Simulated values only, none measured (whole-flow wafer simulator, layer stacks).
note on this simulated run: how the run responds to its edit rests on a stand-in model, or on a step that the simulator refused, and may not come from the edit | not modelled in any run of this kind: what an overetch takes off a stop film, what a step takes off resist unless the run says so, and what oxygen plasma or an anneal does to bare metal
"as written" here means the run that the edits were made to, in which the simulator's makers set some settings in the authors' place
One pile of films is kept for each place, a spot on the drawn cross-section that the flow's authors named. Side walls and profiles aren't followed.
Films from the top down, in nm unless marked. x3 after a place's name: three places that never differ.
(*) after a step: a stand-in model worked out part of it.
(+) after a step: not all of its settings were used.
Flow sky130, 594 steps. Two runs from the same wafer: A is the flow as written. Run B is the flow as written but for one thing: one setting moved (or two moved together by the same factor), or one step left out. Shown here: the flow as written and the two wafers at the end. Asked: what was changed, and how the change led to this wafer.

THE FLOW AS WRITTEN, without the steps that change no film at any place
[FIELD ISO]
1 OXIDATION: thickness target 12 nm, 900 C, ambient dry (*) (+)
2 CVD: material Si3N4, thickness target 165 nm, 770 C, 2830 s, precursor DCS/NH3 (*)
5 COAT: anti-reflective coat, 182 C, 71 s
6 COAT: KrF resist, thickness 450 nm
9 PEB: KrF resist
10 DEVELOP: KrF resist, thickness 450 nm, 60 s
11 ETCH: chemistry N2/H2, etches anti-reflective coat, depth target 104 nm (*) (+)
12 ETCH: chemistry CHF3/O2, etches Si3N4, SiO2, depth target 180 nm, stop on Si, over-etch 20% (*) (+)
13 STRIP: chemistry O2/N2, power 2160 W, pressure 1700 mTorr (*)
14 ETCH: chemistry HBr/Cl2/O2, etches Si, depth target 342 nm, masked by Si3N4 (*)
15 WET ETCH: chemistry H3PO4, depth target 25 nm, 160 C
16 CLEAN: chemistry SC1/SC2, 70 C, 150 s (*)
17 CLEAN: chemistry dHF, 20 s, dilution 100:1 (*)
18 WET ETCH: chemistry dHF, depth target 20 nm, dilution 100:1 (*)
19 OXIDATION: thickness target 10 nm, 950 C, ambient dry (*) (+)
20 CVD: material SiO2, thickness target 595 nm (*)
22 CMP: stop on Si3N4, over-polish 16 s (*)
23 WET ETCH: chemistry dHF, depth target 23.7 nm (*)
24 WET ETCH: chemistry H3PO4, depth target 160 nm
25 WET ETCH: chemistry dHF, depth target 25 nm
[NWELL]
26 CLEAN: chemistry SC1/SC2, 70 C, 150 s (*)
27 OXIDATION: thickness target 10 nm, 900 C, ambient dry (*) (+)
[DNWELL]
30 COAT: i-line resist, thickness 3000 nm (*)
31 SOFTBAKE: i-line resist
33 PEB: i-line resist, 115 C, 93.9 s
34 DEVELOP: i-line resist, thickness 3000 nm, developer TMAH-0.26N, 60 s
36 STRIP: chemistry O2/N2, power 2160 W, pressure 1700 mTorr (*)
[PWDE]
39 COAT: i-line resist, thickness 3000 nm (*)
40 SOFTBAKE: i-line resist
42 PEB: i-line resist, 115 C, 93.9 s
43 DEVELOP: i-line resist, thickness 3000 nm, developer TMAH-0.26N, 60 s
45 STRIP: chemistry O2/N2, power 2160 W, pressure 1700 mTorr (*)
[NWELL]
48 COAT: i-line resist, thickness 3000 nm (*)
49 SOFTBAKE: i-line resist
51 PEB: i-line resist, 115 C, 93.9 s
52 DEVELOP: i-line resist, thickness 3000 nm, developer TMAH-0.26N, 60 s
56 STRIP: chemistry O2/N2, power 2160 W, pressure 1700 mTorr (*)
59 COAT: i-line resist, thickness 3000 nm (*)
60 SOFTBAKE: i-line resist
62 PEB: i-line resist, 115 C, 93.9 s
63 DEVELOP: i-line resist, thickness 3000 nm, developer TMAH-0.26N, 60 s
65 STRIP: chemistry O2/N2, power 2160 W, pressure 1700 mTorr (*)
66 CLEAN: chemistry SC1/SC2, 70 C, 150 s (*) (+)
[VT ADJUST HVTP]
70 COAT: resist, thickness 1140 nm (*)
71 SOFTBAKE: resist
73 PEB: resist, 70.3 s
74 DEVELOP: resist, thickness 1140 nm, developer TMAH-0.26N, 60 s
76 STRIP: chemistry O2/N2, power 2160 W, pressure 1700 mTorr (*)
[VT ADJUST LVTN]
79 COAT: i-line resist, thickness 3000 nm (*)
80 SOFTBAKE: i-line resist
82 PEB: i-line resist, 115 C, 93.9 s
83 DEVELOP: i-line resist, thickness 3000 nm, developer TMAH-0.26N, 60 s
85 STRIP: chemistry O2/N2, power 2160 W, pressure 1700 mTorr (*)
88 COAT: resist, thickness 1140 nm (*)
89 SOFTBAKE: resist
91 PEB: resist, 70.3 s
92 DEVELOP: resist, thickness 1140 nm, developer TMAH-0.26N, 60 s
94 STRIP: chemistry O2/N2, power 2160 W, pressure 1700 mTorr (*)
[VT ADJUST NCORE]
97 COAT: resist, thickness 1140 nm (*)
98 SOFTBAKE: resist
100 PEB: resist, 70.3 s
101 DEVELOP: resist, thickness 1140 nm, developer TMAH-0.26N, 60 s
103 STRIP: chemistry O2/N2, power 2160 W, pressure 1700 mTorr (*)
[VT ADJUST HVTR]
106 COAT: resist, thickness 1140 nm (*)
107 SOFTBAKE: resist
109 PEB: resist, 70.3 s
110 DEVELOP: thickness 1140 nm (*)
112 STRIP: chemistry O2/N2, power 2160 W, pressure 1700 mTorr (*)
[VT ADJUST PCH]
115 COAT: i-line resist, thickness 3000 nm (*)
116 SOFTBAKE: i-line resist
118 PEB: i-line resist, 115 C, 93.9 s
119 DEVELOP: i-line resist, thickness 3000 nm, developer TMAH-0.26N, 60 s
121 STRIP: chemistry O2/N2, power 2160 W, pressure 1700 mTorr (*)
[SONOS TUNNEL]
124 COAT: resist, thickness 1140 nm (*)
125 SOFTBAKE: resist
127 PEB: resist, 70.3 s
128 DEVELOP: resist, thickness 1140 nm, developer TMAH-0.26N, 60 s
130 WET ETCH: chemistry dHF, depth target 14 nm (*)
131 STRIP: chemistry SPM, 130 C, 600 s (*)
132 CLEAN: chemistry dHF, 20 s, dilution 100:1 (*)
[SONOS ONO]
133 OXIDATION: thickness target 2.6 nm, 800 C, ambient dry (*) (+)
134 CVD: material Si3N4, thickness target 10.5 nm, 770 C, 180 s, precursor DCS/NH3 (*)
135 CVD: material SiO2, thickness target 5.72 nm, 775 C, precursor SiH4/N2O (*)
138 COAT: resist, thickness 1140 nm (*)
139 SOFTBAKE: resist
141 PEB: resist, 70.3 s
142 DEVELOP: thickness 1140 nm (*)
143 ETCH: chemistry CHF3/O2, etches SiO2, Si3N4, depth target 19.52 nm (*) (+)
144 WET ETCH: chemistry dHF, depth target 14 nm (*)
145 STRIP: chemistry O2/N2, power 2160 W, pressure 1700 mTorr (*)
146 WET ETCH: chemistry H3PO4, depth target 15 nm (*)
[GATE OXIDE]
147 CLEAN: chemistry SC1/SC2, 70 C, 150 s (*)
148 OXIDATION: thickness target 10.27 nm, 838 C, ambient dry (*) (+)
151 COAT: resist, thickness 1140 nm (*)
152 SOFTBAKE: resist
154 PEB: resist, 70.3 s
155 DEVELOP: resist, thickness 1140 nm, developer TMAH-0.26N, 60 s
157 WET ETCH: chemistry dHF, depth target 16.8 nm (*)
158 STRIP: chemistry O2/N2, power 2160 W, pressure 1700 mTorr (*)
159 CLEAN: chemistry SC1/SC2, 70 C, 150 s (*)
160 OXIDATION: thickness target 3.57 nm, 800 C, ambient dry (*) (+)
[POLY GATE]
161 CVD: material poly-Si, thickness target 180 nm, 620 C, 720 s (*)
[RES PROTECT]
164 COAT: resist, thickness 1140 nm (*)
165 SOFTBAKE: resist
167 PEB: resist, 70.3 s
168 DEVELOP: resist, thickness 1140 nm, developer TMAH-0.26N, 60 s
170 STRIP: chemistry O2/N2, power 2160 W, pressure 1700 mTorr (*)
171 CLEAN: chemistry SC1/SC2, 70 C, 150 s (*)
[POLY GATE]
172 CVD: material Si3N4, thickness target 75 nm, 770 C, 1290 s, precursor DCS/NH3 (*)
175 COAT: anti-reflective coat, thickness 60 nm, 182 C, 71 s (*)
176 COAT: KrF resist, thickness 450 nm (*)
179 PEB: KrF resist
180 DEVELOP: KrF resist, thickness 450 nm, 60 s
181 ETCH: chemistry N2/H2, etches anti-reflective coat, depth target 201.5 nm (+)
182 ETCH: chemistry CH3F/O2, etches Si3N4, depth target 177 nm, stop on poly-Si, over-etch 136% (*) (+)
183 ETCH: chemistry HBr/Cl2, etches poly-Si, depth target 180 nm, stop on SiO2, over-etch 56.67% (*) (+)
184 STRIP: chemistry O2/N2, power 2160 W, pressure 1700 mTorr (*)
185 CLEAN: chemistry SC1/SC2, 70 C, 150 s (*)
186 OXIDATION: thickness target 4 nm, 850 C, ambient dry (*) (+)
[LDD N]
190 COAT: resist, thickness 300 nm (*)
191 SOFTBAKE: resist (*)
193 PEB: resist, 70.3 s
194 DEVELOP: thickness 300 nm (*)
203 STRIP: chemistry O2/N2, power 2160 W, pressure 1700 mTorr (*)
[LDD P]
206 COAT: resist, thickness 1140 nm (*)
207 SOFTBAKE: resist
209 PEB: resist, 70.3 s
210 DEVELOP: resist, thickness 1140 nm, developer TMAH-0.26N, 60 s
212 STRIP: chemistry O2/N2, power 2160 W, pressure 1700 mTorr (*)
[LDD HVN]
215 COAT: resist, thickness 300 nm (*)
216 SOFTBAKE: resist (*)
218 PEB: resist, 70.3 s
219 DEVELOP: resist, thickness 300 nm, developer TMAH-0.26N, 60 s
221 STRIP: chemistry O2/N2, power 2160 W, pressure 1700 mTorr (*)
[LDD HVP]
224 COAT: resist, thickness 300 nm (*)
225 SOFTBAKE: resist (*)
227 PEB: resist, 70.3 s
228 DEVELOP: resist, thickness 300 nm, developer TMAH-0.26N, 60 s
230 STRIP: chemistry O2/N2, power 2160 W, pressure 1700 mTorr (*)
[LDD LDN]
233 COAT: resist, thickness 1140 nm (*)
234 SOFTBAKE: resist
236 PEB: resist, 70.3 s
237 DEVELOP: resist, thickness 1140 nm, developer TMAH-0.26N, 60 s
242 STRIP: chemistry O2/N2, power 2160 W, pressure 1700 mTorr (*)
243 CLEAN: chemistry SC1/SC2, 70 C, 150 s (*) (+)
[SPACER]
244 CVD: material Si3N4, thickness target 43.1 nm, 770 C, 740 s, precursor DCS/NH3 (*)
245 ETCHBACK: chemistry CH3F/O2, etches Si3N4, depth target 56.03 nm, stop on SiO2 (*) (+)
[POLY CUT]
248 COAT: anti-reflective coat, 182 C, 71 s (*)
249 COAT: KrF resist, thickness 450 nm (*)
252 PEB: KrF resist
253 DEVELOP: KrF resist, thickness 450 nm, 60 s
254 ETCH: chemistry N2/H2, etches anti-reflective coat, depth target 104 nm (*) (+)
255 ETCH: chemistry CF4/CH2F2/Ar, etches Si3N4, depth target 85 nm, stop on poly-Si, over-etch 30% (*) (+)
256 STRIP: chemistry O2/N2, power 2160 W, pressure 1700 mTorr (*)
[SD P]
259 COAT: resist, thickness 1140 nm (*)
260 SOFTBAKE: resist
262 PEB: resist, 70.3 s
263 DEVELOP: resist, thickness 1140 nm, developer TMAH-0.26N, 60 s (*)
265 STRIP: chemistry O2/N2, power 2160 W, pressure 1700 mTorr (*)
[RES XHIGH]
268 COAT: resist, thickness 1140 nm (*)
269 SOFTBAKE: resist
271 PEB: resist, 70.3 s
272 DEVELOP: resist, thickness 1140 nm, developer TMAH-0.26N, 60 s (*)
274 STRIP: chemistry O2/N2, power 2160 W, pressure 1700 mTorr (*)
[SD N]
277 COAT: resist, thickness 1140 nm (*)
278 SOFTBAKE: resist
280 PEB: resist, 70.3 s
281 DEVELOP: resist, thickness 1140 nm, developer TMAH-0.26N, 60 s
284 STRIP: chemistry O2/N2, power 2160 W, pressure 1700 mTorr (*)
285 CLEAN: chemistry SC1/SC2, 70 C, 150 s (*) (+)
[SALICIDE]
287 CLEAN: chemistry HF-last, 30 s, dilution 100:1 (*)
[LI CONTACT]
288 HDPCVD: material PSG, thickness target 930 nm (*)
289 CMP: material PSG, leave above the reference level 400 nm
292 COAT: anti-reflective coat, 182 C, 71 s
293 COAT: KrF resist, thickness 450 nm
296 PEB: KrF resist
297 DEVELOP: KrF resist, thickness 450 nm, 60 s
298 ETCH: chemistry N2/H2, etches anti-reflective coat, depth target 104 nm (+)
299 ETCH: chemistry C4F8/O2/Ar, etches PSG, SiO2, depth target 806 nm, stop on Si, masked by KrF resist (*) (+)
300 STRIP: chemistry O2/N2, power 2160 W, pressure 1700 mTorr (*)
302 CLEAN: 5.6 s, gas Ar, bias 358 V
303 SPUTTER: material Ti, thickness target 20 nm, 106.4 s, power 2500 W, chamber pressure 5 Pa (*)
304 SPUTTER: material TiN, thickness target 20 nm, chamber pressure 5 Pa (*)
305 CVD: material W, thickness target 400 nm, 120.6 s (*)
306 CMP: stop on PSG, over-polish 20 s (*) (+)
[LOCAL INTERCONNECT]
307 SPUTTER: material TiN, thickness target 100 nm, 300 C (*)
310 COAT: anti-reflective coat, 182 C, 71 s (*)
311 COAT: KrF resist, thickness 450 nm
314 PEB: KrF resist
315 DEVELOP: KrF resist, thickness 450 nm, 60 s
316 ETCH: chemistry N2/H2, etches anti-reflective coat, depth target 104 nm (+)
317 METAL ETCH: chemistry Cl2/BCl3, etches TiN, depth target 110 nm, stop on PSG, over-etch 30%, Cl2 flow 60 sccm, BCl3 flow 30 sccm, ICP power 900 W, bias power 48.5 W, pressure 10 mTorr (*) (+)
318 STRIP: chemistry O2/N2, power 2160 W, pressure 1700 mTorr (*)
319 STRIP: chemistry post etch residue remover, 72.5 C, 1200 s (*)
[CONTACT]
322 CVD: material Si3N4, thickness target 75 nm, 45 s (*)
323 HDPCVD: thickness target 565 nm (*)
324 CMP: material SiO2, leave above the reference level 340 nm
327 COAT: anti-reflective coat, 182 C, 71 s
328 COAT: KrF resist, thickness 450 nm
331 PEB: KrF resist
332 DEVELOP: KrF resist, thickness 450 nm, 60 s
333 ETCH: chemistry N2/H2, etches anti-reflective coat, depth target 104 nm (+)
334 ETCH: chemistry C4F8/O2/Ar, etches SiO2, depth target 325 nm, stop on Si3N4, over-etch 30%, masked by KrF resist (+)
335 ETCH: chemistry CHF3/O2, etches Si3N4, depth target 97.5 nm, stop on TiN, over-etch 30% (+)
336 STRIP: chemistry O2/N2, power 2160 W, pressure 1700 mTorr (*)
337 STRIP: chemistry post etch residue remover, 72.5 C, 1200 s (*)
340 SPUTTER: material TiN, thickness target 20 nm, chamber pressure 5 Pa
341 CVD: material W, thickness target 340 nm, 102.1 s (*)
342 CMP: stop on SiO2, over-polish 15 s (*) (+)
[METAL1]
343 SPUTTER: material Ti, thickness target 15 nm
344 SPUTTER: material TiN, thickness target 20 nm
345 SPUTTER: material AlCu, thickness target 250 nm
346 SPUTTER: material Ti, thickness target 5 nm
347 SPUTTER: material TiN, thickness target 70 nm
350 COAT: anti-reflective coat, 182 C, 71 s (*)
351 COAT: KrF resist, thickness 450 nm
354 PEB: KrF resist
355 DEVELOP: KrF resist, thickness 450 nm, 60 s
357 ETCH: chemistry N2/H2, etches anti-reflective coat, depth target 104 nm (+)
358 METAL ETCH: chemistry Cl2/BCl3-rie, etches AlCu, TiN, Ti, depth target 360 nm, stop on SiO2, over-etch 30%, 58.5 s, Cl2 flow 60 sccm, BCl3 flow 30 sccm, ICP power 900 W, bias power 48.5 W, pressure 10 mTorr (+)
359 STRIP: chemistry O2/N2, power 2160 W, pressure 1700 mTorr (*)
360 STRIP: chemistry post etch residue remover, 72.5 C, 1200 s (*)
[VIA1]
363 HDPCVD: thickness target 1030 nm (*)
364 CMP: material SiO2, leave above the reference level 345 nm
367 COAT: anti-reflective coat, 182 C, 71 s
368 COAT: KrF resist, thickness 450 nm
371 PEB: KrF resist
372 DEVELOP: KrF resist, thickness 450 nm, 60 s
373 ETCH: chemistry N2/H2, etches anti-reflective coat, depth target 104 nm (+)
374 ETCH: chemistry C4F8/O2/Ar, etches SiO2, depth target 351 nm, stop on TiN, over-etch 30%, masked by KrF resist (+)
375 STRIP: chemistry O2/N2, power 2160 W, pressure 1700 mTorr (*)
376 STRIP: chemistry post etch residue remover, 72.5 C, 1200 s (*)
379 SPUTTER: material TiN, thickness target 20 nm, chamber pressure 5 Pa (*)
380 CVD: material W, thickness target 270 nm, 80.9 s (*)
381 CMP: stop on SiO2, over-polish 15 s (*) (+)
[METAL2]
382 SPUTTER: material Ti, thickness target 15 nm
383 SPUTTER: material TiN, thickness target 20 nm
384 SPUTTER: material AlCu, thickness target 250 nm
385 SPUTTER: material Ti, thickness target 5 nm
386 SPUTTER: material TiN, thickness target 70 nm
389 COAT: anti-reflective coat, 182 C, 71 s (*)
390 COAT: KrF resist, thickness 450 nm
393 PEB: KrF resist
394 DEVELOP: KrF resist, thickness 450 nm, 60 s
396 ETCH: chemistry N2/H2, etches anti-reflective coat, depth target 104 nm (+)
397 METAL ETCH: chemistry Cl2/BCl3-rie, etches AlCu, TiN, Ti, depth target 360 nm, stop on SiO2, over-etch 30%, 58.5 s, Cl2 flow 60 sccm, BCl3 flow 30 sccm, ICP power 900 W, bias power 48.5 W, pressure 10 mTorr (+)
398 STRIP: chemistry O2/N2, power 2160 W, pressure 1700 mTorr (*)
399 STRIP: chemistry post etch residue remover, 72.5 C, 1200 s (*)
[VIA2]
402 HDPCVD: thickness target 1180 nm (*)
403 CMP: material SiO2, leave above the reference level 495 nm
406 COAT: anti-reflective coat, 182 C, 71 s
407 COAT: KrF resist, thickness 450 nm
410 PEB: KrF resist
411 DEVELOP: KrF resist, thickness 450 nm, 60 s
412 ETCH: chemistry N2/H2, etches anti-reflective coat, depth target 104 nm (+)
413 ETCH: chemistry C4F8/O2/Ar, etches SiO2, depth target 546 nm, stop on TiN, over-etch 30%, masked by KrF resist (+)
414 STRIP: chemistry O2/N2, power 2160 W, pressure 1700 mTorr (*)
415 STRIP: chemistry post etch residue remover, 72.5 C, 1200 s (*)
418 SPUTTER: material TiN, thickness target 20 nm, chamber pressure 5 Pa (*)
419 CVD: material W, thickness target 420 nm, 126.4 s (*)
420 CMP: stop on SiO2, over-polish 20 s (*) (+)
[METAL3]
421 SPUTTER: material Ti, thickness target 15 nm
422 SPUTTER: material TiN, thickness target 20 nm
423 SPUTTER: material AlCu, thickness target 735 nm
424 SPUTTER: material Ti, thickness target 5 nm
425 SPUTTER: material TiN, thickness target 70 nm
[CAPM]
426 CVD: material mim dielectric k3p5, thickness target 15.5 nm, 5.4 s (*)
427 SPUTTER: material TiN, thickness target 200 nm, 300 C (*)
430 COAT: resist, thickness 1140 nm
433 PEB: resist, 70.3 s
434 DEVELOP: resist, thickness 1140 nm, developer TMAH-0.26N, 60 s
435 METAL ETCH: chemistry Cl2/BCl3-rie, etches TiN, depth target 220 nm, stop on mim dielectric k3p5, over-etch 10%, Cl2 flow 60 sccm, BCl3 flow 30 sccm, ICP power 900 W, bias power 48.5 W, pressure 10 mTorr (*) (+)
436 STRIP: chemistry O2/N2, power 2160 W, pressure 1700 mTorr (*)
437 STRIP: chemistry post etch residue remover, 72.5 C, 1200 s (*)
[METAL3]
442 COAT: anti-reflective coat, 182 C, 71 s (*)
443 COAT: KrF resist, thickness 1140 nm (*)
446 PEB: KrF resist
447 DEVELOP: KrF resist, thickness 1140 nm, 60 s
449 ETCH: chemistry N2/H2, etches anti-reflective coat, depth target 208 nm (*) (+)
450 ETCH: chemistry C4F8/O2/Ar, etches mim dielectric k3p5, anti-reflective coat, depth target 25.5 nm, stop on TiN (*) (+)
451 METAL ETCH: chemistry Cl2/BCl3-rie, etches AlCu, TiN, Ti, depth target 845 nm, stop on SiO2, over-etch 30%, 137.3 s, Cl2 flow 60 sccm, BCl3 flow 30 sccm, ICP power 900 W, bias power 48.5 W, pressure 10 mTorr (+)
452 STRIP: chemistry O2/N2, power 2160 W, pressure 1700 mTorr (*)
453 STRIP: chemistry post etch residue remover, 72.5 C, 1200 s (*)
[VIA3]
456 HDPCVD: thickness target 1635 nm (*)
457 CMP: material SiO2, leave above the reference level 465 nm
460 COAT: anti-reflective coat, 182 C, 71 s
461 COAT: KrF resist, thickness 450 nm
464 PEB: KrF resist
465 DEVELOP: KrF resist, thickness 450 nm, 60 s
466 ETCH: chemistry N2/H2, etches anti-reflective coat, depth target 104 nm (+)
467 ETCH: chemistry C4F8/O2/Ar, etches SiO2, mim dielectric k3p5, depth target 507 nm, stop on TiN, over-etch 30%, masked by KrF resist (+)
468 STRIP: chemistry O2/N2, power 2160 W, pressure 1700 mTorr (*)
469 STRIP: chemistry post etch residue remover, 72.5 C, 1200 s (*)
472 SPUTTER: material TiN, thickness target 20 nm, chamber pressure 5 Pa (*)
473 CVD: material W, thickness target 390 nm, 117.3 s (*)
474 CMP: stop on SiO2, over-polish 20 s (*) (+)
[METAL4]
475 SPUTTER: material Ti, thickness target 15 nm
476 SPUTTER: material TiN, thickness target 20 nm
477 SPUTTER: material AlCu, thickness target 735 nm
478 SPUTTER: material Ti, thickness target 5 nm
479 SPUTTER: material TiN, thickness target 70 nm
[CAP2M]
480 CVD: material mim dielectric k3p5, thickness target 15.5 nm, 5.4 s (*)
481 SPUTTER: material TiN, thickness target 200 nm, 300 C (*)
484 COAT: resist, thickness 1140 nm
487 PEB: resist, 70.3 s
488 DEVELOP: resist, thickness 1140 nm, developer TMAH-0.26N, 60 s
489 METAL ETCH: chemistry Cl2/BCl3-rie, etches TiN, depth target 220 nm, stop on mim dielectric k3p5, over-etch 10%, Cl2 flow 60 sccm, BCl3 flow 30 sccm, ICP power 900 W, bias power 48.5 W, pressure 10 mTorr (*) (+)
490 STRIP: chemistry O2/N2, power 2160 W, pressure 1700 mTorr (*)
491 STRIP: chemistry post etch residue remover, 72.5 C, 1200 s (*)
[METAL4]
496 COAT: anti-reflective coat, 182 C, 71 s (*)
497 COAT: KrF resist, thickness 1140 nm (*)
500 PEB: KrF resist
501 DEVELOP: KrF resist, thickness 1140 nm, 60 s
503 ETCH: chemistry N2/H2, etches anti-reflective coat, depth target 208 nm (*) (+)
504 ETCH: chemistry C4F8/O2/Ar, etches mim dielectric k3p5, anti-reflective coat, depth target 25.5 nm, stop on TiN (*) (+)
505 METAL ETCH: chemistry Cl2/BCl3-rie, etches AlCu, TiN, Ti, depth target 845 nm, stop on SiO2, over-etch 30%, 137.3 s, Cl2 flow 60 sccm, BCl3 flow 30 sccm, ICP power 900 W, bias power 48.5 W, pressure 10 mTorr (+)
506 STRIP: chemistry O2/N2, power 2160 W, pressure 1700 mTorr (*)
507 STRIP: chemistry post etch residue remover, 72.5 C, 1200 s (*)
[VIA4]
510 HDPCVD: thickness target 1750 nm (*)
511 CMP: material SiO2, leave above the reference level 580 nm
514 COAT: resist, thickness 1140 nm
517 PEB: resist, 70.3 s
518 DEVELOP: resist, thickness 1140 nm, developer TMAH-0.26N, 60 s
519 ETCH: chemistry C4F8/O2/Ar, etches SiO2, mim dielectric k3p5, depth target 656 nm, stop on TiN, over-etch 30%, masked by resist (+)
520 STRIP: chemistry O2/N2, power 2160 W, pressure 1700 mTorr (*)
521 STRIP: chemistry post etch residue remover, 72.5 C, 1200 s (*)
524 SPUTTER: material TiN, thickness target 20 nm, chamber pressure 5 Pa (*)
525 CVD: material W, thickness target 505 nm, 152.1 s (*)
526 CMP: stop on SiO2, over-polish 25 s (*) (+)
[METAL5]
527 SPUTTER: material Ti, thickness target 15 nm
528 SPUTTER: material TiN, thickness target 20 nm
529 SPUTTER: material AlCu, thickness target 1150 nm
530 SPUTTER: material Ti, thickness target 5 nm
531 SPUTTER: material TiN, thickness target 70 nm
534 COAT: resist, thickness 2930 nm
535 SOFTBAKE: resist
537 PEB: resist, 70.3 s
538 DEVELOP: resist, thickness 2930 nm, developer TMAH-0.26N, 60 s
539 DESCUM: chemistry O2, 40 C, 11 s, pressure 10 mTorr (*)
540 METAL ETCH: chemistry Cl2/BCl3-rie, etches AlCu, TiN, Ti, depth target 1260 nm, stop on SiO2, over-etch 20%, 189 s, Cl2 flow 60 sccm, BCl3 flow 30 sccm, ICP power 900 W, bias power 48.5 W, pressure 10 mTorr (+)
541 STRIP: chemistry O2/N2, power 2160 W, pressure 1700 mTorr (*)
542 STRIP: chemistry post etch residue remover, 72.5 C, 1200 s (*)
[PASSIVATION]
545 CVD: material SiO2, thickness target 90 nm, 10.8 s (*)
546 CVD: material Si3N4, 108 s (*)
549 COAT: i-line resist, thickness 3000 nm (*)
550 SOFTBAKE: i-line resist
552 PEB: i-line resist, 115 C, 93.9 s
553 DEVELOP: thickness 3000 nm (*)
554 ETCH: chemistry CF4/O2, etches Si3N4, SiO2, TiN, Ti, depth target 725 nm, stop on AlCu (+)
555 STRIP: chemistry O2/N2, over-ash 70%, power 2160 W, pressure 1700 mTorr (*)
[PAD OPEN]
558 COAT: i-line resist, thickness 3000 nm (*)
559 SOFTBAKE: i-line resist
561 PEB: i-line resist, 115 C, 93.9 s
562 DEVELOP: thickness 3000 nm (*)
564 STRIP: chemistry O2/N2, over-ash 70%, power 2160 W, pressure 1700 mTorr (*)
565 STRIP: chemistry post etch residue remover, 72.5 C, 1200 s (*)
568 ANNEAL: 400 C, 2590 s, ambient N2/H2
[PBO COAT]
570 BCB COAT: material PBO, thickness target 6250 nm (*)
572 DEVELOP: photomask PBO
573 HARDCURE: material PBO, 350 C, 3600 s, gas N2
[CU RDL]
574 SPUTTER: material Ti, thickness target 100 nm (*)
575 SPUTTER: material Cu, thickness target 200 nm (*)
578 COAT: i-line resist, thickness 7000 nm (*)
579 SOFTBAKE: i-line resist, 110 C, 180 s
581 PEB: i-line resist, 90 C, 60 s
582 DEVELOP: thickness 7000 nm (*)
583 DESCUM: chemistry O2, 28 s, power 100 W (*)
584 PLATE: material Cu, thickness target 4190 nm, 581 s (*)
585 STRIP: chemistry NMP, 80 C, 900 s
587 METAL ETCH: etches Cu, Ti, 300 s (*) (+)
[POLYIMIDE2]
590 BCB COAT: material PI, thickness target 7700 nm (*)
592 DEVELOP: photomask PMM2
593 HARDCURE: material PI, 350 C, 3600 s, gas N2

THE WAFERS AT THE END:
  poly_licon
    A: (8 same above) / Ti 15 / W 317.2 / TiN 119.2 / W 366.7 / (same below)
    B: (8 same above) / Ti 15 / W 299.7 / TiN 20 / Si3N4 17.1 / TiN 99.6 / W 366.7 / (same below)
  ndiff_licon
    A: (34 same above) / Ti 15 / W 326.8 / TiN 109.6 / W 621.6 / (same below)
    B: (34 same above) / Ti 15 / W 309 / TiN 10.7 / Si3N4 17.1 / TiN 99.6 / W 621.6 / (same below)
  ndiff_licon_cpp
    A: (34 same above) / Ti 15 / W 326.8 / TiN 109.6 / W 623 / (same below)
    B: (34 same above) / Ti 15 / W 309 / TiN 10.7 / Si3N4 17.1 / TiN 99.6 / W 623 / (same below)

The cause: step 335, ETCH: depth target 57.5 nm was run, where the flow has depth target 97.5 nm.

How the change led to this, step by step:
  335 ETCH: chemistry CHF3/O2, etches Si3N4, depth target 97.5 nm, stop on TiN, over-etch 30% (+)
      poly_licon, ndiff_licon, ndiff_licon_cpp, rpo_hd_licon: A Si3N4 -75 (all of it) | B Si3N4 -57.5
      field, active, n_well and 184 more: A KrF resist -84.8 | B KrF resist -50
  336 STRIP: chemistry O2/N2, power 2160 W, pressure 1700 mTorr (*)
      field, active, n_well and 184 more: A KrF resist -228 (all of it), anti-reflective coat -80 (all of it) | B KrF resist -262.8 (all of it), anti-reflective coat -80 (all of it)
  340 SPUTTER: material TiN, thickness target 20 nm, chamber pressure 5 Pa
      ndiff_licon, ndiff_licon_cpp, rpo_hd_licon: A TiN +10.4 | B TiN +10.7 (new film)
      poly_licon: A TiN +20 | B TiN +20 (new film)
  341 CVD: material W, thickness target 340 nm, 102.1 s (*)
      ndiff_licon, ndiff_licon_cpp, rpo_hd_licon: A W +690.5 (new film) | B W +672.7 (new film)
  342 CMP: stop on SiO2, over-polish 15 s (*) (+)
      poly_licon: A W -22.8 | B W -40.3
Counting metal films that touch as one body, poly_licon has 3 bodies (between them, from the top down: Si3N4 17.1; void 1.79); the flow as written gives 2 bodies (between them, from the top down: void 1.79).
Counting metal films that touch as one body, ndiff_licon has 7 bodies (between them, from the top down: SiO2 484 / mim dielectric k3p5 15.5; SiO2 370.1 / mim dielectric k3p5 15.5; SiO2 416; SiO2 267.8; Si3N4 17.1; void 1.78); the flow as written gives 6 bodies (between them, from the top down: SiO2 484 / mim dielectric k3p5 15.5; SiO2 370.1 / mim dielectric k3p5 15.5; SiO2 416; SiO2 267.8; void 1.78).
Counting metal films that touch as one body, ndiff_licon_cpp has 7 bodies (between them, from the top down: SiO2 484 / mim dielectric k3p5 15.5; SiO2 370.1 / mim dielectric k3p5 15.5; SiO2 416; SiO2 267.8; Si3N4 17.1; void 1.78); the flow as written gives 6 bodies (between them, from the top down: SiO2 484 / mim dielectric k3p5 15.5; SiO2 370.1 / mim dielectric k3p5 15.5; SiO2 416; SiO2 267.8; void 1.78).
